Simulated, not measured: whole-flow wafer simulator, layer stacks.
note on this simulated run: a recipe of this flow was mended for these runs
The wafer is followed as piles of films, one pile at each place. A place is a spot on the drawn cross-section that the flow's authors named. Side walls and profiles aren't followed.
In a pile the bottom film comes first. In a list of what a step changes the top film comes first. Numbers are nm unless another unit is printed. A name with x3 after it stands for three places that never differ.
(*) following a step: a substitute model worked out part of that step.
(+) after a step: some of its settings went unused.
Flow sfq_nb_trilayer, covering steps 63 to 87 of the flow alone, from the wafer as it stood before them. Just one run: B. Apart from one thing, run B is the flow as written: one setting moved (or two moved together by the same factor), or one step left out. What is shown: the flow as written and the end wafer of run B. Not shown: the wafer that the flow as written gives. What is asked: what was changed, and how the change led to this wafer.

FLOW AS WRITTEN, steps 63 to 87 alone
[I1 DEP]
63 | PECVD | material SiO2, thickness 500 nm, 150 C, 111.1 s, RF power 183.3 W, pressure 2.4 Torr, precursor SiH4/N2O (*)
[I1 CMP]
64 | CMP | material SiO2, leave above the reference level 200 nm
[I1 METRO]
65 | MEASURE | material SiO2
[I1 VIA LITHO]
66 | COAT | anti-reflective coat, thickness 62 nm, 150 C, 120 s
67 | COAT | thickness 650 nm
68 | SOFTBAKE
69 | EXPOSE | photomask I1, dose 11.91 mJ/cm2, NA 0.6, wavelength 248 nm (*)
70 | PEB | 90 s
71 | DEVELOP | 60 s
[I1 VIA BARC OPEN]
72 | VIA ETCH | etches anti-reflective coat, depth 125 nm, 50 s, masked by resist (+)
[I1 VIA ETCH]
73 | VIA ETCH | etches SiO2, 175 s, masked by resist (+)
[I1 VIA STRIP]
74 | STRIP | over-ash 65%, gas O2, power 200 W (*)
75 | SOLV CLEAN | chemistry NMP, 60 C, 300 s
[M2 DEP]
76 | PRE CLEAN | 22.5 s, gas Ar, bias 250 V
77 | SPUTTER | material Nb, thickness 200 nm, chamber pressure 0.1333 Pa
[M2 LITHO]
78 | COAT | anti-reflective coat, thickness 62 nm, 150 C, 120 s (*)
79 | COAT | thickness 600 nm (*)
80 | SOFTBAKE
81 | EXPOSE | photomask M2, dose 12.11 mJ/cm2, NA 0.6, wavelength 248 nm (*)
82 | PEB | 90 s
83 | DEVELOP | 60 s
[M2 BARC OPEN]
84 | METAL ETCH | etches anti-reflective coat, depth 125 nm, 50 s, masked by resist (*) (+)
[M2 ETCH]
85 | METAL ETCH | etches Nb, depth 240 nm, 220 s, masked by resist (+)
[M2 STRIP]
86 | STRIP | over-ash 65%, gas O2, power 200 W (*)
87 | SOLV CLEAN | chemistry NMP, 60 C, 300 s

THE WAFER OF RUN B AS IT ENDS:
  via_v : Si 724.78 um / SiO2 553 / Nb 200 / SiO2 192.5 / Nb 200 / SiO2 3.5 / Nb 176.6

What caused this: step 73, VIA ETCH: 127 s was run, while the flow as written has 175 s.

How this came from the change, step by step:
  73 | VIA ETCH | etches SiO2, 175 s, masked by resist (+)
      via_v: SiO2 loses 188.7 (as written it would have been: SiO2 loses 199.7 (all of it), Nb loses 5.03)
      field_l, v_sur, via_wl and 102 more: KrF-resist-other-grade loses 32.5 (as written it would have been: KrF-resist-other-grade loses 44.8)
  74 | STRIP | over-ash 65%, gas O2, power 200 W (*)
      field_l, v_sur, via_wl and 102 more: KrF-resist-other-grade loses 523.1 (all of it), anti-reflective coat loses 62 (all of it) (as written it would have been: KrF-resist-other-grade loses 510.8 (all of it), anti-reflective coat loses 62 (all of it))
  76 | PRE CLEAN | 22.5 s, gas Ar, bias 250 V
      via_v: SiO2 loses 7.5 (as written it would have been: Nb loses 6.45)
  77 | SPUTTER | material Nb, thickness 200 nm, chamber pressure 0.1333 Pa
      via_v: Nb gains 176.6 (new film) (as written it would have been: Nb gains 172.8)
  78 | COAT | anti-reflective coat, thickness 62 nm, 150 C, 120 s (*)
      via_v: anti-reflective coat gains 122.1 (new film) (as written it would have been: anti-reflective coat gains 125.2 (new film))
  86 | STRIP | over-ash 65%, gas O2, power 200 W (*)
      via_v: KrF-resist-other-grade loses 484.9 (all of it), anti-reflective coat loses 122.1 (all of it) (as written it would have been: KrF-resist-other-grade loses 498 (all of it), anti-reflective coat loses 125.2 (all of it))
If metal films that touch count as one body, via_v has 3 bodies (between them, from the top down: SiO2 3.5; SiO2 192.5); the flow as written gives 2 bodies (between them, from the top down: SiO2 192.5).
